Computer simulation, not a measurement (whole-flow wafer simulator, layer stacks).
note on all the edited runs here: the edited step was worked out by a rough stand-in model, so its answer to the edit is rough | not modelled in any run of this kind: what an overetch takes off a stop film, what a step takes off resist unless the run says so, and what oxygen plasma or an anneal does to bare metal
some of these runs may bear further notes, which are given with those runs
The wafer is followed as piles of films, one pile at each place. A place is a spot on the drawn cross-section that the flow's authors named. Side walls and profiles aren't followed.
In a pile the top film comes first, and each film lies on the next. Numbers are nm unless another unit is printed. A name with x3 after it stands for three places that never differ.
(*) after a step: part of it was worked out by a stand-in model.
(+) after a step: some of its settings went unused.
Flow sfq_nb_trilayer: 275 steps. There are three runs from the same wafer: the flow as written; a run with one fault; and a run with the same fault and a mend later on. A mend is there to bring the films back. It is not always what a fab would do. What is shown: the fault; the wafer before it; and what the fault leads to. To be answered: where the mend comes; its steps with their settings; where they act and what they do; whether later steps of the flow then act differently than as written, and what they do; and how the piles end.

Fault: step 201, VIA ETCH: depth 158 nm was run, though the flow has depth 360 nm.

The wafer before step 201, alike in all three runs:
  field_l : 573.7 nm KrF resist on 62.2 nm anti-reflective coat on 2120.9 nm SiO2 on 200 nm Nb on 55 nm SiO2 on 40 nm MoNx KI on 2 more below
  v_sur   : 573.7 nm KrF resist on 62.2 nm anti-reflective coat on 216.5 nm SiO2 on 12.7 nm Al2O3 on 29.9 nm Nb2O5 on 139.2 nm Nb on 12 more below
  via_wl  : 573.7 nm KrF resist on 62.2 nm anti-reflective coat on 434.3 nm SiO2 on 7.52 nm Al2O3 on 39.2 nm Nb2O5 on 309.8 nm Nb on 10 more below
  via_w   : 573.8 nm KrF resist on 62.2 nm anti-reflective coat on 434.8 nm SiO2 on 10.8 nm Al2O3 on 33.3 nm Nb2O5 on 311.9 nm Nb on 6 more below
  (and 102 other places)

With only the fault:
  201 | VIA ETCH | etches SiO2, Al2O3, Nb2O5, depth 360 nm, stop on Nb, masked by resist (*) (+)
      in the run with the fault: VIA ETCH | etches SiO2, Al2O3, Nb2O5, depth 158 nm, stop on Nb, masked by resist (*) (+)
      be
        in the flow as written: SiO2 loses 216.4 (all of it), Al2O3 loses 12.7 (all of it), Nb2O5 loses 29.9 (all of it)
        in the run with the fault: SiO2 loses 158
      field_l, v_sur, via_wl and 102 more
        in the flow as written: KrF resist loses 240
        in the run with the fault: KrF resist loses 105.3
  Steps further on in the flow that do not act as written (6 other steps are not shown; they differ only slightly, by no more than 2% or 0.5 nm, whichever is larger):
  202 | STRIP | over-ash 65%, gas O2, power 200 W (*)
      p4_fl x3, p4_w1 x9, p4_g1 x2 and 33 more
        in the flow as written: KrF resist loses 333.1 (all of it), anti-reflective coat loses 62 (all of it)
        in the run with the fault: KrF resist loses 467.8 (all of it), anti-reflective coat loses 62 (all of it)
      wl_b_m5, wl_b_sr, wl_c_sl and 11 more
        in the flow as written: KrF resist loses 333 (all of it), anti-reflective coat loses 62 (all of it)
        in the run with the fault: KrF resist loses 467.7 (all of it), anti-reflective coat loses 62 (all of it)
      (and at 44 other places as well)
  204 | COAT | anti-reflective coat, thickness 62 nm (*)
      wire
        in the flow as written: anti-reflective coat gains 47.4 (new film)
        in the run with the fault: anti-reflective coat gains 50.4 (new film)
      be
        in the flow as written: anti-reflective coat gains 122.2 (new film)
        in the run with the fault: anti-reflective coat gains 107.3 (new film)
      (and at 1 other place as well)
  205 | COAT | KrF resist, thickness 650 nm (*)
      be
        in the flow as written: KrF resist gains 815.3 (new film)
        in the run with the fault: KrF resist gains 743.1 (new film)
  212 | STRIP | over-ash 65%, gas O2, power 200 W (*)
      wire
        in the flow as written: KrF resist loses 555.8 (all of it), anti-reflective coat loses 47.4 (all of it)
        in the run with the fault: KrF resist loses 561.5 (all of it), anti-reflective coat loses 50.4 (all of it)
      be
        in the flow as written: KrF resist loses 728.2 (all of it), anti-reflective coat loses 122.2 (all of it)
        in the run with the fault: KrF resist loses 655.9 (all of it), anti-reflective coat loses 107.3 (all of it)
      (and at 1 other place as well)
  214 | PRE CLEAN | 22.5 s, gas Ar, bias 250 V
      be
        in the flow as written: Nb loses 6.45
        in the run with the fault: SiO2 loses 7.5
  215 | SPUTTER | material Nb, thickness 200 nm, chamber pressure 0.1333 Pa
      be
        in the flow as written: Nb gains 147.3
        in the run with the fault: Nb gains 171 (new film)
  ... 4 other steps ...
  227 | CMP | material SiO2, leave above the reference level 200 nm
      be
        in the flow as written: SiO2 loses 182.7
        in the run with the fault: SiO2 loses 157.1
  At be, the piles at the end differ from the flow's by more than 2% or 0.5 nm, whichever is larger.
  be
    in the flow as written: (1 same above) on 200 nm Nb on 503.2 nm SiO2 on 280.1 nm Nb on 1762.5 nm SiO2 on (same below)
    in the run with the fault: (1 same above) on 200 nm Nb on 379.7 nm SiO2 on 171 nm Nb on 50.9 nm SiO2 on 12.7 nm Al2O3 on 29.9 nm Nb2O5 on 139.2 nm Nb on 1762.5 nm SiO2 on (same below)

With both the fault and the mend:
  The mend stands after step 202.
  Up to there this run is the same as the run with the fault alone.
  202a | COAT | anti-reflective coat, thickness 62 nm (*) (the flow's step 194, run once more)
      p4_fl x3, p4_w1 x9, p4_g1 x2 and 50 more
        anti-reflective coat gains 62 (new film)
      field_l, v_sur, via_wl, wl_a_sl, wl_a_m6, wl_a_sr, wl_g_sr
        anti-reflective coat gains 61.9 (new film)
      lsp_r, l0_sur, l0v
        anti-reflective coat gains 62.1 (new film)
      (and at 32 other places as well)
  202b | COAT | KrF resist, thickness 650 nm (the flow's step 195, run once more)
      p4_fl x3, p4_w1 x9, p4_g1 x2 and 33 more
        KrF resist gains 650 (new film)
      wl_b_m5, wl_b_sr, wl_c_sl and 12 more
        KrF resist gains 649.9 (new film)
      field_l, wl_b_sl, wl_g_m5
        KrF resist gains 649.8 (new film)
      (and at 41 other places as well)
  202c | SOFTBAKE | KrF resist (the flow's step 196, run once more)
      alters no film at any place that is followed
  202d | EXPOSE | photomask I5, dose 12.41 mJ/cm2, NA 0.6, wavelength 248 nm (*) (the flow's step 197, run once more)
      alters no film at any place that is followed
  202e | PEB | KrF resist, 90 s (the flow's step 198, run once more)
      field_l, v_sur, via_wl and 83 more
        KrF resist loses 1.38
      via_wr, via_sp, via_v, wire, gap
        KrF resist loses 1.37
      ce_l, moat, field_r, wl_jj
        KrF resist loses 1.39
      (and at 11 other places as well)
  202f | DEVELOP | KrF resist, thickness 650 nm, 60 s (the flow's step 199, run once more)
      field_l, v_sur, via_wl and 102 more
        KrF resist loses 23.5
      be
        KrF resist loses 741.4 (all of it)
  202g | VIA ETCH | etches anti-reflective coat, depth 125 nm, masked by resist (+) (the flow's step 200, run once more)
      field_l, v_sur, via_wl and 102 more
        KrF resist loses 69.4
      be
        anti-reflective coat loses 107.3 (all of it), SiO2 loses 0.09
  202h | VIA ETCH | etches SiO2, Al2O3, Nb2O5, depth 202 nm, stop on Nb, masked by resist (*) (+) (the flow's step 201, run once more with other settings)
      field_l, v_sur, via_wl and 102 more
        KrF resist loses 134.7
      be
        SiO2 loses 58.3 (all of it), Al2O3 loses 12.7 (all of it), Nb2O5 loses 29.9 (all of it)
  202i | STRIP | over-ash 65%, gas O2, power 200 W (*) (the flow's step 202, run once more)
      p4_fl x3, p4_w1 x9, p4_g1 x2 and 33 more
        KrF resist loses 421 (all of it), anti-reflective coat loses 62 (all of it)
      wl_b_sr, wl_c_sl, wl_c_m6 and 10 more
        KrF resist loses 420.9 (all of it), anti-reflective coat loses 62 (all of it)
      wl_b_sl, wl_b_m5, wl_g_sl, wl_g_m5
        KrF resist loses 420.8 (all of it), anti-reflective coat loses 62 (all of it)
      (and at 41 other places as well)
  Later steps of the flow that are run all act as written at every place that is followed.
  The piles end the same as the flow's at every place that both follow.
